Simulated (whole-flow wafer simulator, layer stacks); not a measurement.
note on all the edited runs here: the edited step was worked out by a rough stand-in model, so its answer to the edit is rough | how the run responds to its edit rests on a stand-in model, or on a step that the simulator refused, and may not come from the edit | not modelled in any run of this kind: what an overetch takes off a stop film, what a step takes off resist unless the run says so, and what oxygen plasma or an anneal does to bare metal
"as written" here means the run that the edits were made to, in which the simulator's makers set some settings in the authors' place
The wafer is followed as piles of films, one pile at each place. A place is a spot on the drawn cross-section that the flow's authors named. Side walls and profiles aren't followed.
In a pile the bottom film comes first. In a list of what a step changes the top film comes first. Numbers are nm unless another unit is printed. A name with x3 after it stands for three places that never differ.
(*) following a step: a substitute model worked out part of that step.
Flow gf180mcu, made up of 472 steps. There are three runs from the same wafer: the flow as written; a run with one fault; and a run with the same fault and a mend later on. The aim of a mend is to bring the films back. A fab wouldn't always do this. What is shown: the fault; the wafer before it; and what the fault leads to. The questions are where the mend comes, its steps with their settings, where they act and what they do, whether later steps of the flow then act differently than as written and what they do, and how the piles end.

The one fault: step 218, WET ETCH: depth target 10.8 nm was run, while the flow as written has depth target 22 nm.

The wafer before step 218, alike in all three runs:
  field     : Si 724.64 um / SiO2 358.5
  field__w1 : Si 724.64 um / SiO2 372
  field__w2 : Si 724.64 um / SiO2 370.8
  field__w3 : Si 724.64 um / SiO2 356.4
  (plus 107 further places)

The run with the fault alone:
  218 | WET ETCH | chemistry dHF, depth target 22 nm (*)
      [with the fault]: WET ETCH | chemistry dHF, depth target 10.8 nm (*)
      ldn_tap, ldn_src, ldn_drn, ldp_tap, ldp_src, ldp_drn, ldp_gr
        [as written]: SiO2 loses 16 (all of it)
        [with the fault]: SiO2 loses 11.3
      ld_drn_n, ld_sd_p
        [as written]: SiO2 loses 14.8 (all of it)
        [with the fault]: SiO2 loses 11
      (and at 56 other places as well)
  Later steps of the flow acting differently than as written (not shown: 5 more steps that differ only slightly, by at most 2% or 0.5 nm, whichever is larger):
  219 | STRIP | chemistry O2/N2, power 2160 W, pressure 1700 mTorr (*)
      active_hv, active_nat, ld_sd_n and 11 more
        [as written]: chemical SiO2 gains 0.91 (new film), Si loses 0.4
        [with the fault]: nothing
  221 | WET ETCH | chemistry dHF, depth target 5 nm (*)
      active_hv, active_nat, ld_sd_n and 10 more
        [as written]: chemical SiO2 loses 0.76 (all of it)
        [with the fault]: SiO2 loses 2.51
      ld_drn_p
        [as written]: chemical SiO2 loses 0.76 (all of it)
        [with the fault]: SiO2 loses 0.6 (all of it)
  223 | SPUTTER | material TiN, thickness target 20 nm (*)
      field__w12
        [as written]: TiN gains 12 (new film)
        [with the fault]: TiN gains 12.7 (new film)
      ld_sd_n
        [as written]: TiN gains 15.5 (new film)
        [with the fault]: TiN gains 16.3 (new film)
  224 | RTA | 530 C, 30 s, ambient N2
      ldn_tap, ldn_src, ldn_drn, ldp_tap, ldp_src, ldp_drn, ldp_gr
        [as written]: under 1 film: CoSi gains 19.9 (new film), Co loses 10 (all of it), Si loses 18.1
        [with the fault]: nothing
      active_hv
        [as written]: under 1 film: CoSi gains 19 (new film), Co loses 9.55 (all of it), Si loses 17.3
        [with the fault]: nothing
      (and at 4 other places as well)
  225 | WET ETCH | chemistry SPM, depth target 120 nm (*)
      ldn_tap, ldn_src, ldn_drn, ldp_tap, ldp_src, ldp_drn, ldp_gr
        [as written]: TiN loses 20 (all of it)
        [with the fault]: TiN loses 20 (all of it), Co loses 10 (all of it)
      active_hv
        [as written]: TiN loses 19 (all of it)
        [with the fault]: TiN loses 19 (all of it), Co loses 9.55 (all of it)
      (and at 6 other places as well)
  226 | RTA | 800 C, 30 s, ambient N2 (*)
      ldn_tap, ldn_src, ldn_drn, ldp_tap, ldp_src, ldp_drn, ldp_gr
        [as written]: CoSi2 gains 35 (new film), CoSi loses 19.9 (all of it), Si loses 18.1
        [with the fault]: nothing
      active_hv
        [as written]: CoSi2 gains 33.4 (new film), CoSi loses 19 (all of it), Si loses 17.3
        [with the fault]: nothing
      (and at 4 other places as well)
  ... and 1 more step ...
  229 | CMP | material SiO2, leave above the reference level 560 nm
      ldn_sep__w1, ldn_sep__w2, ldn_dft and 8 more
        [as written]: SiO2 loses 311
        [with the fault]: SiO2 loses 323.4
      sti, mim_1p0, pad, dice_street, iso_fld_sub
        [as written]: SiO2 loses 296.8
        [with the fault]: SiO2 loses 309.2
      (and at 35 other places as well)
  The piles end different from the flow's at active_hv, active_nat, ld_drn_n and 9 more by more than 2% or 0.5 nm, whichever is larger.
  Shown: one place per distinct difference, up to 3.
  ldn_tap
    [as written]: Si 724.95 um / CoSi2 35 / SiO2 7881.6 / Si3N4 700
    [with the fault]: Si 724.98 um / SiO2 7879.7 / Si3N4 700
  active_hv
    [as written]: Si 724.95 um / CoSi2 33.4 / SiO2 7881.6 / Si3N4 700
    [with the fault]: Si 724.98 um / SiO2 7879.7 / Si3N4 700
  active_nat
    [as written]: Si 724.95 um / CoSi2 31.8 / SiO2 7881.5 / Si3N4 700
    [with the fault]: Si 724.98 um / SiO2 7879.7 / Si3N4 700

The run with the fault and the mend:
  After step 218 comes the mend.
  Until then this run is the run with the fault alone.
  218a | WET ETCH | chemistry dHF, depth target 11.2 nm (*) (the flow's step 218 again, with other settings)
      field, field__w1, field__w2 and 47 more
        SiO2 loses 11.2
      ldn_tap, ldp_src, ldp_drn, ldp_gr
        SiO2 loses 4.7 (all of it)
      ldn_src, ldn_drn, ldp_tap
        SiO2 loses 4.69 (all of it)
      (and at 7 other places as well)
  None of the later steps of the flow differs from how it acts as written, at any place that is followed, by more than 2% or 0.5 nm, whichever is larger.
  The piles end only slightly different from the flow's at the places that both follow, by no more than 2% or 0.5 nm, whichever is larger.
